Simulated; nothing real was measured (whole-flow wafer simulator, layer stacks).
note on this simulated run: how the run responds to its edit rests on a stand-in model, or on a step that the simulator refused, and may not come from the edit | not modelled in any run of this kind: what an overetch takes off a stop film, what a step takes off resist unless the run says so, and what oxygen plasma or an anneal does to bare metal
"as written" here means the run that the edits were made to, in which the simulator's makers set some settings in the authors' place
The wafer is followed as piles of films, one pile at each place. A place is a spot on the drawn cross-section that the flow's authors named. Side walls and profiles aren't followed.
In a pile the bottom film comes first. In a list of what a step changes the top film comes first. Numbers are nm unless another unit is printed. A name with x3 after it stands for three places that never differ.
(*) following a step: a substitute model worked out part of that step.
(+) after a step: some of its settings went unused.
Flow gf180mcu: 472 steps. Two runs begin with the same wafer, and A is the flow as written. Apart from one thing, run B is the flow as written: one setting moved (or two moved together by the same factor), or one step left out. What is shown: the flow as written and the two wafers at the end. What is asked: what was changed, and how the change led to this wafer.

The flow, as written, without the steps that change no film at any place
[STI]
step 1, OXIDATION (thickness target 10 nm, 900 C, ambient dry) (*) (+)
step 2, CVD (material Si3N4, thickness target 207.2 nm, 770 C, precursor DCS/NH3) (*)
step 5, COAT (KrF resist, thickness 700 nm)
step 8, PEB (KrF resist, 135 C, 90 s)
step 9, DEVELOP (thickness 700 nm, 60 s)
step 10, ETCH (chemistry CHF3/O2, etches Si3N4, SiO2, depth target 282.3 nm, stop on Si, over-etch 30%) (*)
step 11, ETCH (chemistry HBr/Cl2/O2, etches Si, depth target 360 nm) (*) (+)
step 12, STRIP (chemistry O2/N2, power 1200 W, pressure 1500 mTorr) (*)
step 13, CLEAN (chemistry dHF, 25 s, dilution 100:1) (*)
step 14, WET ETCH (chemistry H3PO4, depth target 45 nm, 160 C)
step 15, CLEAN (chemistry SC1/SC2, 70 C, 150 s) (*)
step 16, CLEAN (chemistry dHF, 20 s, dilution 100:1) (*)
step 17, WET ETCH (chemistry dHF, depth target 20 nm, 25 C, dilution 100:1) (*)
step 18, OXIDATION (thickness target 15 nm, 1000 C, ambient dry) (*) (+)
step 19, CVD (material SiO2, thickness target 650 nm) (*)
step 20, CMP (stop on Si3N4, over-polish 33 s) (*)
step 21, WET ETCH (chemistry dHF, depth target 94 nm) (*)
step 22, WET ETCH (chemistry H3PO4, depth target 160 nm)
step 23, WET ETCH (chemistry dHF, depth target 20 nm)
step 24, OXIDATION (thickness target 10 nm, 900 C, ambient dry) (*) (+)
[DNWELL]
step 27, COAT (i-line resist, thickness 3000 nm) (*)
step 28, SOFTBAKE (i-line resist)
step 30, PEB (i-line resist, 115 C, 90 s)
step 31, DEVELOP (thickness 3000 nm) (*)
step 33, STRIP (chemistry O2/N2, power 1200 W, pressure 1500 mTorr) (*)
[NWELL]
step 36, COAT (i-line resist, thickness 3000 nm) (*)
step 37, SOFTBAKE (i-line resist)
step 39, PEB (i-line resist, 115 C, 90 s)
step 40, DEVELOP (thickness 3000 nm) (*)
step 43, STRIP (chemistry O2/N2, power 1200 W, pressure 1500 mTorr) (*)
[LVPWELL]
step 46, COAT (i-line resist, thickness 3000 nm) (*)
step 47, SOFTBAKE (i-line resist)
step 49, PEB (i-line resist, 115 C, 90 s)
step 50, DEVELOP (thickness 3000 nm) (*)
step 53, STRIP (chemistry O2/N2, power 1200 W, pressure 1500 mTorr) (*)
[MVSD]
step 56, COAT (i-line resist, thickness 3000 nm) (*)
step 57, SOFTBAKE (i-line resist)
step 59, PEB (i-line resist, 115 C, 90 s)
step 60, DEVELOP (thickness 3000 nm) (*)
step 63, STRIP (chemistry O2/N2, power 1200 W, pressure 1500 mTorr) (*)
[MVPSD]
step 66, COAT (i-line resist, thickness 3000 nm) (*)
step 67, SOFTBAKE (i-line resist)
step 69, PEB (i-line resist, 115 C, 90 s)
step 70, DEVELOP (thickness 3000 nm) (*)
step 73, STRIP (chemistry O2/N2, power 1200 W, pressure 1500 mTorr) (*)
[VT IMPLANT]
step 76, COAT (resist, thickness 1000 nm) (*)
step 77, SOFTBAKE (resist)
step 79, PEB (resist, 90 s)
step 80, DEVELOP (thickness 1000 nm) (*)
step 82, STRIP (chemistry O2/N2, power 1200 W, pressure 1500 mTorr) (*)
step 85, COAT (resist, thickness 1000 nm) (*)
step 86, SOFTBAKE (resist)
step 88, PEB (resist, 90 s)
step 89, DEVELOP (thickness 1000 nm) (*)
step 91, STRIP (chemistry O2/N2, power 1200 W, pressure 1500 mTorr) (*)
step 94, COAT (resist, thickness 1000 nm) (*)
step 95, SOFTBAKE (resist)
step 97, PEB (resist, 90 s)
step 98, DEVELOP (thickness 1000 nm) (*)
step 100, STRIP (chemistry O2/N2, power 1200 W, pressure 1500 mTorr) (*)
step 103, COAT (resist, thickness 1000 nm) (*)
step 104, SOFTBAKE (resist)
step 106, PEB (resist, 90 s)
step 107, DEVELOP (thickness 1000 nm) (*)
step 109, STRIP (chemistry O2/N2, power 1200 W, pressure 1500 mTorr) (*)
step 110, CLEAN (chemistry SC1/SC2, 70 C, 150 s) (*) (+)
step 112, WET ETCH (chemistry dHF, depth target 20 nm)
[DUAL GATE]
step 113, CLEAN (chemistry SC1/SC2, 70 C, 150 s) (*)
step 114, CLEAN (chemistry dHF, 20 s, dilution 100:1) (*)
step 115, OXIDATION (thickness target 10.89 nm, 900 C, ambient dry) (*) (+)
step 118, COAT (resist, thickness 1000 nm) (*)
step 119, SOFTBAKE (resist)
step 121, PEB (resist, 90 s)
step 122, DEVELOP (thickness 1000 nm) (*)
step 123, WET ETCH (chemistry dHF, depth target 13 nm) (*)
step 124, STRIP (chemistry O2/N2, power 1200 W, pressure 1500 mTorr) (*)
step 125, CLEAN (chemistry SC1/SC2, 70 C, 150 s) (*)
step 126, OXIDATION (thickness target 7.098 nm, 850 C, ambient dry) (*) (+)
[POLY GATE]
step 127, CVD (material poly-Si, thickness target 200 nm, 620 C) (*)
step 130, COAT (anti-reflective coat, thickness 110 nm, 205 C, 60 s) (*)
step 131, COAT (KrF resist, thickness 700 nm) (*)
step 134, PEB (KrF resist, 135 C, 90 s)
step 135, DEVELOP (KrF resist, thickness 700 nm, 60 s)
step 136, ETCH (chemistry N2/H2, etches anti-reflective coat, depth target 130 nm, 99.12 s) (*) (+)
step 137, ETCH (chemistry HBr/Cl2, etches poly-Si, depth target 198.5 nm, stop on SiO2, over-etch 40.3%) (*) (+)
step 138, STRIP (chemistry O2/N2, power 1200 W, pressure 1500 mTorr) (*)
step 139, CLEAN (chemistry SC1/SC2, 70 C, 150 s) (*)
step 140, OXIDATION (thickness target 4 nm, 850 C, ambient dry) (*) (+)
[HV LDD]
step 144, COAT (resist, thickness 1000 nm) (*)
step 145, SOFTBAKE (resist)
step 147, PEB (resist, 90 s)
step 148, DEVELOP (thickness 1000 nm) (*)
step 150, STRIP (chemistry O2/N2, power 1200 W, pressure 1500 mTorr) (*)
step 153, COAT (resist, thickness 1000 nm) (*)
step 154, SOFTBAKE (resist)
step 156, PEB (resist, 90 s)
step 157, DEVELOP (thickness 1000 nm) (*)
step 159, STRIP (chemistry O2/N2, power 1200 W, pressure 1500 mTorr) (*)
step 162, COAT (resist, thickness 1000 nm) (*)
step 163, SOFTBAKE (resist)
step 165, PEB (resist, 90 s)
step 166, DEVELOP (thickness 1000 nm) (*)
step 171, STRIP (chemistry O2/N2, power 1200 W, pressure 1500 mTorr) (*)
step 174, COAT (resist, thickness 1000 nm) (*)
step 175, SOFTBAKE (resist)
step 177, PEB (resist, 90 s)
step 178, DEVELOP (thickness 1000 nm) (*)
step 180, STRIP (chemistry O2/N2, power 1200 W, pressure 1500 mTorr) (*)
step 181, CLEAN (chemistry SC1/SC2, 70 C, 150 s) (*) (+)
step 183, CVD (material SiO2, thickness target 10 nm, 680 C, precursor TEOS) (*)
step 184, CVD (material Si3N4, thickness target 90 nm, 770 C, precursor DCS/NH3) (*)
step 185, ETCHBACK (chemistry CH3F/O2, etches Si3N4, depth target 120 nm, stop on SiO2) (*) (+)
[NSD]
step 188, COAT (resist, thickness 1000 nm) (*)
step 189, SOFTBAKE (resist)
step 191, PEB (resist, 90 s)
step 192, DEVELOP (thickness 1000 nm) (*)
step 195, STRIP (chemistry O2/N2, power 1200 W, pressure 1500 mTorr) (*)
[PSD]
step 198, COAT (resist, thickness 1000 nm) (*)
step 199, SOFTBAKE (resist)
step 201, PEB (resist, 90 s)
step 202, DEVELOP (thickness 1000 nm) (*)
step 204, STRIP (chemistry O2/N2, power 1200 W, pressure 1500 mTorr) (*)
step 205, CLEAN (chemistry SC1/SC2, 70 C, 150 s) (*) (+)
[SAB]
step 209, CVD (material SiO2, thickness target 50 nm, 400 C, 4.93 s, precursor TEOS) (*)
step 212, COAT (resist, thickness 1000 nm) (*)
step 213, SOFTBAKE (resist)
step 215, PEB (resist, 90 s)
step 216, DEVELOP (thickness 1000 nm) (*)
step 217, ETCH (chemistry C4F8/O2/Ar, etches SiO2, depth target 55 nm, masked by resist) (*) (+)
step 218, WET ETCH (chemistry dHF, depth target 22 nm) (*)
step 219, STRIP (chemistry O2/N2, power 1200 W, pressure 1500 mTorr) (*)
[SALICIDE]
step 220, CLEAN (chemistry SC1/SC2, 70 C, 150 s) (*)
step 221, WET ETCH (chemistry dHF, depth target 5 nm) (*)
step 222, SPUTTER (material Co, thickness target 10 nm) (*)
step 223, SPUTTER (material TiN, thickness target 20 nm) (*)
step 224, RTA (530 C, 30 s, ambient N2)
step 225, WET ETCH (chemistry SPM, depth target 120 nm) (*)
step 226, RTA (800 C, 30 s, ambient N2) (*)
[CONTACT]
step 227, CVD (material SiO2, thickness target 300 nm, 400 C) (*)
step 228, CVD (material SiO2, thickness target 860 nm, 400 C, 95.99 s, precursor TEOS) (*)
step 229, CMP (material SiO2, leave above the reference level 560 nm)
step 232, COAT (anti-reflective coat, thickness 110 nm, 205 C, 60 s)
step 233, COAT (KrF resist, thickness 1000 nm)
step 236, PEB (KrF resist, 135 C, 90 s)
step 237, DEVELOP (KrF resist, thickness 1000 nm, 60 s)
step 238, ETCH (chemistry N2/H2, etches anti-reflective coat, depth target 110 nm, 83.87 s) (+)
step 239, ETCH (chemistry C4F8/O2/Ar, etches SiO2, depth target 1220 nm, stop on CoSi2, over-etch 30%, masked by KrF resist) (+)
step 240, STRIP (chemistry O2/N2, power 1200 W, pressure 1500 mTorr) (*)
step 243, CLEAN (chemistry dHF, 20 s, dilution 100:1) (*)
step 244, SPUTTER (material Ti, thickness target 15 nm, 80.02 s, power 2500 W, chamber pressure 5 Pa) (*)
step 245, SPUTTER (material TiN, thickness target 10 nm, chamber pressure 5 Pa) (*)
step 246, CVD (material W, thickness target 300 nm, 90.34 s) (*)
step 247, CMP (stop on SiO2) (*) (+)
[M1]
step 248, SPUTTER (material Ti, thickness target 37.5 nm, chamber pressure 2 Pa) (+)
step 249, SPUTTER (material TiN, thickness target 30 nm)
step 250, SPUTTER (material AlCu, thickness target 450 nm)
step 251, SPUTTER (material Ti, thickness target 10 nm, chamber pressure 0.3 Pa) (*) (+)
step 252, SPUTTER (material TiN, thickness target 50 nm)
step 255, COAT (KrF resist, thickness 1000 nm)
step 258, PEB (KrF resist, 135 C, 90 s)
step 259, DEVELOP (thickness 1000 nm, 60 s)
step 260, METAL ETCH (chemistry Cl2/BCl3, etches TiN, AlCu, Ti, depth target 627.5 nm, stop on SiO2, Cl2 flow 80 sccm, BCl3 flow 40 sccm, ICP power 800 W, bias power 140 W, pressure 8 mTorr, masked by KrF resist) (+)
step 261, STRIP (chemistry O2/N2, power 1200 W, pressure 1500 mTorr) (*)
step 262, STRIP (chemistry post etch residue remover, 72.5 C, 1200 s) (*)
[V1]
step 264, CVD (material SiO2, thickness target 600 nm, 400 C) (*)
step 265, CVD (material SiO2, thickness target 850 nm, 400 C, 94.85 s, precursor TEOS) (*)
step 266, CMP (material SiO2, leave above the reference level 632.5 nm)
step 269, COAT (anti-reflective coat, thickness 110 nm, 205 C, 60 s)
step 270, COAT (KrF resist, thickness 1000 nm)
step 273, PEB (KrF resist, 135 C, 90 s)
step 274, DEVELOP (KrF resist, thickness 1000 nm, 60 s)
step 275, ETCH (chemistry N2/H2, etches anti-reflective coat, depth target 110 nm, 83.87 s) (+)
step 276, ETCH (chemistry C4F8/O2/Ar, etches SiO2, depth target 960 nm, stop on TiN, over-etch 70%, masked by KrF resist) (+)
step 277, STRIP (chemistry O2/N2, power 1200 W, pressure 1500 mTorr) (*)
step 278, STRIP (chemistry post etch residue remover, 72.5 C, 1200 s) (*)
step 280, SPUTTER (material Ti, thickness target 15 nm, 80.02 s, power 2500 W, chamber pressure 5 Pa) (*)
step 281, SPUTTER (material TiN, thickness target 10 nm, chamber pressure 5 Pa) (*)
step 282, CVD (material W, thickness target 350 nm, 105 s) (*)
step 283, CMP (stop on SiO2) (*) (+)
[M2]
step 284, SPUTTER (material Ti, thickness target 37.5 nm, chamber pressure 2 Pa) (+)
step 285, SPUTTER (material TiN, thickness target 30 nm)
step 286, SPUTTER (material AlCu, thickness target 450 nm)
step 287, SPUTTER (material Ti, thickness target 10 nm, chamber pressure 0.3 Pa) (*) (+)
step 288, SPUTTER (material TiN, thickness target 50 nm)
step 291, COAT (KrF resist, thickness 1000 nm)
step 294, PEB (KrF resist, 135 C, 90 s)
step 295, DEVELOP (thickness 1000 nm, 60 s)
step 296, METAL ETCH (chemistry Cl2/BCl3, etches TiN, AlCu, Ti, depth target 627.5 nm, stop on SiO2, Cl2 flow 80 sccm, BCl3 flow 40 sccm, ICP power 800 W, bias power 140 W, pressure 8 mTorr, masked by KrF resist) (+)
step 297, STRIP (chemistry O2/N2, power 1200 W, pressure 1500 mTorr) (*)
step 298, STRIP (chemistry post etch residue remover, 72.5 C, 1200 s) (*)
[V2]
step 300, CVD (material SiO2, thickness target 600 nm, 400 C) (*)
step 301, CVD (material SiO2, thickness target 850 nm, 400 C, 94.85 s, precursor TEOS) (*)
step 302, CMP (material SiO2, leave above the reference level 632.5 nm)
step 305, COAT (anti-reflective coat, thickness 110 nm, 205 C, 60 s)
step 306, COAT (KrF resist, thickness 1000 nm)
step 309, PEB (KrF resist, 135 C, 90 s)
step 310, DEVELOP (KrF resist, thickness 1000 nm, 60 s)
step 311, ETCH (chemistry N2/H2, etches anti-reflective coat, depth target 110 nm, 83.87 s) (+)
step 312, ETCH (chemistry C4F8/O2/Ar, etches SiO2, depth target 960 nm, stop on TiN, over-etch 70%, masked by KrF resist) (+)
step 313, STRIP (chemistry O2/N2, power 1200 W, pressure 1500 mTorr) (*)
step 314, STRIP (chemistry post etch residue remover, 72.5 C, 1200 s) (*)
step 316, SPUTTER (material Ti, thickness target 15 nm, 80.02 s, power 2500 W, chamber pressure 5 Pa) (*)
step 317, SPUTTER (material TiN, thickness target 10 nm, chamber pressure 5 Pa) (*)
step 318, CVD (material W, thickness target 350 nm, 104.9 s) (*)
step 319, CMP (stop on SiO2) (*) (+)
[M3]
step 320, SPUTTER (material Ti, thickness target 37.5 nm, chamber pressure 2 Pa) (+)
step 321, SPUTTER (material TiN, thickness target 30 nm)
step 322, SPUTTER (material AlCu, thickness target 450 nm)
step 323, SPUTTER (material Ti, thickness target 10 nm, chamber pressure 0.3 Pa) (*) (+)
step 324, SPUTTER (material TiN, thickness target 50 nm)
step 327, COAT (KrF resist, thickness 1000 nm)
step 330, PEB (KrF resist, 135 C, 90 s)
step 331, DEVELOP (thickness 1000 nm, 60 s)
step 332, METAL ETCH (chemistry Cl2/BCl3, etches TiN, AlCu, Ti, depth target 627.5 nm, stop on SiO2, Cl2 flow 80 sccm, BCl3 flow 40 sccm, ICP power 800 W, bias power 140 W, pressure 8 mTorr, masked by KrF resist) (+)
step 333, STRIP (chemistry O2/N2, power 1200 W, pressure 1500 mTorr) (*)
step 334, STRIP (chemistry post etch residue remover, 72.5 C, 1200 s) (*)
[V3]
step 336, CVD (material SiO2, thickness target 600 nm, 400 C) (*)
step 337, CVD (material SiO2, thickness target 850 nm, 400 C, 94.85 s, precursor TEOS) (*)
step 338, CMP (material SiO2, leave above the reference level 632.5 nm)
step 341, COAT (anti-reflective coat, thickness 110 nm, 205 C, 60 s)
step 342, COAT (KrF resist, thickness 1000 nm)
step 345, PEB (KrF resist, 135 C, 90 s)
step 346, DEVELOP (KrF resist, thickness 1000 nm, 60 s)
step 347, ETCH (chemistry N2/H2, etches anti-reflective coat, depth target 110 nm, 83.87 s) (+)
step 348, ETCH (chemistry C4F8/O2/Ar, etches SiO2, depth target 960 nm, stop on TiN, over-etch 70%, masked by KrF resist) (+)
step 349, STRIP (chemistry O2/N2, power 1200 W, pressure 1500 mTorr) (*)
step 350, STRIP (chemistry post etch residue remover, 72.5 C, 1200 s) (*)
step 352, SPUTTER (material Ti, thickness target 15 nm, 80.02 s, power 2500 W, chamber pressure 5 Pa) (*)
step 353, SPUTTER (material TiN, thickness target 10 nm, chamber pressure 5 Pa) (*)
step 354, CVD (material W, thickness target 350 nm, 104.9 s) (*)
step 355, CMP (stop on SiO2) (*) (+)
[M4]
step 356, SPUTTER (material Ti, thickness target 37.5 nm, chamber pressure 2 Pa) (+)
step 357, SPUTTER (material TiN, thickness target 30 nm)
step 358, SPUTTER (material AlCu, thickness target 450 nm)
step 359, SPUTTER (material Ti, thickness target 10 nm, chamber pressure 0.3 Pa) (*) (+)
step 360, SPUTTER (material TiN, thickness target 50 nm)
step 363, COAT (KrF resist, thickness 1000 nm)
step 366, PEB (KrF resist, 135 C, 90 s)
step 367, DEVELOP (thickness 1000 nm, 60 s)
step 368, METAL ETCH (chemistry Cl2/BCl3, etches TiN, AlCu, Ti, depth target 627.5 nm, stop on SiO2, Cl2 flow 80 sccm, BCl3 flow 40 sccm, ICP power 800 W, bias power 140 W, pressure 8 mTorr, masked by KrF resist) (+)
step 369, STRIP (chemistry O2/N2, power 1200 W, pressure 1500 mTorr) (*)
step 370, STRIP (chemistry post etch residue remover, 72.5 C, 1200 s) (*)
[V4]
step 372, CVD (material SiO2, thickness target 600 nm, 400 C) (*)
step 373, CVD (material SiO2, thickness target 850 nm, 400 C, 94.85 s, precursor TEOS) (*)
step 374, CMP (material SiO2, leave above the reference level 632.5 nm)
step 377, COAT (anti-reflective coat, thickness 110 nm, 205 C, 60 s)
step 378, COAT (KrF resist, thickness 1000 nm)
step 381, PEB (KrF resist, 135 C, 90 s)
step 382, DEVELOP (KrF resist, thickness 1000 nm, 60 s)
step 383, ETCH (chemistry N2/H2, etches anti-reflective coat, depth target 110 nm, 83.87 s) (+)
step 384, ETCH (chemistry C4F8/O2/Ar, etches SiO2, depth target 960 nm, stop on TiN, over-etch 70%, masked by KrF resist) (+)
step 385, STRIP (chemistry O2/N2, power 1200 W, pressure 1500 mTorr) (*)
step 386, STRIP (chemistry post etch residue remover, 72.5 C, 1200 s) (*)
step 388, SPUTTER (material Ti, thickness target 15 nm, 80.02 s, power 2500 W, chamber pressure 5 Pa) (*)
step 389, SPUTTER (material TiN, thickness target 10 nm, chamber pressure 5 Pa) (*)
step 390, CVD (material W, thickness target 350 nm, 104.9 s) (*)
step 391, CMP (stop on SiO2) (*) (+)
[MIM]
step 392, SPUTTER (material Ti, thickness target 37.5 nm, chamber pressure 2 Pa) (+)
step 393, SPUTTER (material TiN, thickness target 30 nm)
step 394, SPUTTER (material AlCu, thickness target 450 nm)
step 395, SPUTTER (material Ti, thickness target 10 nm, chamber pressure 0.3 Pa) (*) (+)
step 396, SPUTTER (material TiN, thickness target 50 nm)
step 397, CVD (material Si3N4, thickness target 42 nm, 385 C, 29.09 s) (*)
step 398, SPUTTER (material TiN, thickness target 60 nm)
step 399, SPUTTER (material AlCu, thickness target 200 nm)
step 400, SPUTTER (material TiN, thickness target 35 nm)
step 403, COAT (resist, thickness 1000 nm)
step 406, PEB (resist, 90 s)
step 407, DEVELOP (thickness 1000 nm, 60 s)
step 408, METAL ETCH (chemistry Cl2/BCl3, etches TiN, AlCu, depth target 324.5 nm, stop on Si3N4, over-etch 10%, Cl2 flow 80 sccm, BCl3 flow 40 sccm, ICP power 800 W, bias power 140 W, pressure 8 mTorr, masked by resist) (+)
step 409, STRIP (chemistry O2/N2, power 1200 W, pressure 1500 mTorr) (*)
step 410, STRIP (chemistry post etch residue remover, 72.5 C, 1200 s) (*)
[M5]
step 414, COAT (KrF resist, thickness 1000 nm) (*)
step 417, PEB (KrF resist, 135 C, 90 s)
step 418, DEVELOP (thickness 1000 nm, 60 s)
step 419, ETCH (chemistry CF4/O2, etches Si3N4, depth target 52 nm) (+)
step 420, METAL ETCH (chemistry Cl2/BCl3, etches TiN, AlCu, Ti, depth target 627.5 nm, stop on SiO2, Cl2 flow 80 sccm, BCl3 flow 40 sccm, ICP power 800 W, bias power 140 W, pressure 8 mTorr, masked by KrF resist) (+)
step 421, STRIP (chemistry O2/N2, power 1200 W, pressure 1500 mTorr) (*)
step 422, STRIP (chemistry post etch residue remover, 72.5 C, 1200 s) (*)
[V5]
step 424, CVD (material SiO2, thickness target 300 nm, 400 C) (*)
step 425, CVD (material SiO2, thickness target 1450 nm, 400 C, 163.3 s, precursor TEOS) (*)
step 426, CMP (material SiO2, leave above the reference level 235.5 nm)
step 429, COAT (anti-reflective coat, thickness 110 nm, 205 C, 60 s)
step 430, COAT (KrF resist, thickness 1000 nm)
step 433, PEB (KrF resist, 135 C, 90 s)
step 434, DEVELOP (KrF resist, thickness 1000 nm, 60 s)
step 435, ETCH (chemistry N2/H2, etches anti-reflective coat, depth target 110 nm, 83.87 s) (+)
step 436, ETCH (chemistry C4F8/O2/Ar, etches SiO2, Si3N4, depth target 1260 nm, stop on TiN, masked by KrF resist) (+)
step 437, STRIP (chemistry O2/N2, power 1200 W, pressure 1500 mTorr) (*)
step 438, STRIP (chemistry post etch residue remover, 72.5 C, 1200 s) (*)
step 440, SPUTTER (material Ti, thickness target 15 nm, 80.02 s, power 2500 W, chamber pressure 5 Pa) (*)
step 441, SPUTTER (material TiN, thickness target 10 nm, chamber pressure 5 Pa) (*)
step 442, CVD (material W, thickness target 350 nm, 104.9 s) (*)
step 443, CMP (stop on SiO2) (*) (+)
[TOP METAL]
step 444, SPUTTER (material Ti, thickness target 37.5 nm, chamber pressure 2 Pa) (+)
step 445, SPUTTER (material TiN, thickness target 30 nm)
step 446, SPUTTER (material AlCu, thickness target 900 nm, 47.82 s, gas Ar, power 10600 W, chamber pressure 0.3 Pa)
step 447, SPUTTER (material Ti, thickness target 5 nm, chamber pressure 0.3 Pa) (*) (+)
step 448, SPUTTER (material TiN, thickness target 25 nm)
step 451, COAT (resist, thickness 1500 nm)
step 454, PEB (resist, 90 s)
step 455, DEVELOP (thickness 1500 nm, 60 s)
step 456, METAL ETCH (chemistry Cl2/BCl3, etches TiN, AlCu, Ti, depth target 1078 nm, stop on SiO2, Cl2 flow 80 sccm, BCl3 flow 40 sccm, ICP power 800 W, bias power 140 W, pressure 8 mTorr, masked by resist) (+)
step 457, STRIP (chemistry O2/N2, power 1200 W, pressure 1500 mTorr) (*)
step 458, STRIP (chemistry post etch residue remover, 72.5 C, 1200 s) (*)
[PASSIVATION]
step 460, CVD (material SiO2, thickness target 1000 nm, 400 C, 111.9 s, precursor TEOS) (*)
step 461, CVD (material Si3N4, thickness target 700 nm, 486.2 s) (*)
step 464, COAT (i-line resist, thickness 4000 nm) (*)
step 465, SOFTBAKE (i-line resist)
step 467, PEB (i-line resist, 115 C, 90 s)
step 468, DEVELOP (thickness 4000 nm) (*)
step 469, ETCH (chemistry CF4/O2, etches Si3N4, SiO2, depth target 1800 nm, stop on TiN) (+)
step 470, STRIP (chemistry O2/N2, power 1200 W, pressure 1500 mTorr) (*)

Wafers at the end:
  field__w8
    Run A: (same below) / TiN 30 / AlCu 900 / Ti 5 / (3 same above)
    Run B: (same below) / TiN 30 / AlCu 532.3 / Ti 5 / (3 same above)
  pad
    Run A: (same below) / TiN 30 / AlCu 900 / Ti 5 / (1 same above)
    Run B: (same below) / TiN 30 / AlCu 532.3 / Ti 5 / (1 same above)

The reason: step 446, SPUTTER: 28.69 s was run, whereas the flow has 47.82 s.

Step by step, how the change led to this:
  step 446, SPUTTER (material AlCu, thickness target 900 nm, 47.82 s, gas Ar, power 10600 W, chamber pressure 0.3 Pa)
      field, field__w1, field__w2 and 109 more: A AlCu gains 900 (new film) | B AlCu gains 532.3 (new film)
  step 456, METAL ETCH (chemistry Cl2/BCl3, etches TiN, AlCu, Ti, depth target 1078 nm, stop on SiO2, Cl2 flow 80 sccm, BCl3 flow 40 sccm, ICP power 800 W, bias power 140 W, pressure 8 mTorr, masked by resist) (+)
      field, field__w1, field__w2 and 103 more: A TiN loses 25 (all of it), Ti loses 5 (all of it), AlCu loses 900 (all of it), TiN loses 30 (all of it), Ti loses 37.5 (all of it) | B TiN loses 25 (all of it), Ti loses 5 (all of it), AlCu loses 532.3 (all of it), TiN loses 30 (all of it), Ti loses 37.5 (all of it)
      field__w8, contact, m1, m1__w1, pad, m1_nw: A resist loses 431 | B resist loses 377.9
  step 457, STRIP (chemistry O2/N2, power 1200 W, pressure 1500 mTorr) (*)
      field__w8, contact, m1, m1__w1, pad, m1_nw: A resist loses 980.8 (all of it) | B resist loses 1033.9 (all of it)
  step 464, COAT (i-line resist, thickness 4000 nm) (*)
      field__w8: A i-line resist gains 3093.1 (new film) | B i-line resist gains 3421.1 (new film)
      contact: A i-line resist gains 3153.6 (new film) | B i-line resist gains 3452.2 (new film)
      (and at 4 other places as well)
  step 465, SOFTBAKE (i-line resist)
      field__w5, field__w9: A i-line resist gains 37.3 | B i-line resist gains 20.6
      field__w11, field__w13: A i-line resist gains 37.9 | B i-line resist gains 20.5
      (and at 65 other places as well)
  step 467, PEB (i-line resist, 115 C, 90 s)
      field__w8, m1__w1: A i-line resist loses 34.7 | B i-line resist loses 40.6
      contact, m1: A i-line resist loses 35.1 | B i-line resist loses 40.8
      (and at 2 other places as well)
  step 468, DEVELOP (thickness 4000 nm) (*)
      pad: A i-line resist loses 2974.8 (all of it) | B i-line resist loses 3334 (all of it)
  step 470, STRIP (chemistry O2/N2, power 1200 W, pressure 1500 mTorr) (*)
      field__w8: A i-line resist loses 1787.7 (all of it) | B i-line resist loses 2142.1 (all of it)
      contact: A i-line resist loses 1811.2 (all of it) | B i-line resist loses 2154.7 (all of it)
      (and at 3 other places as well)
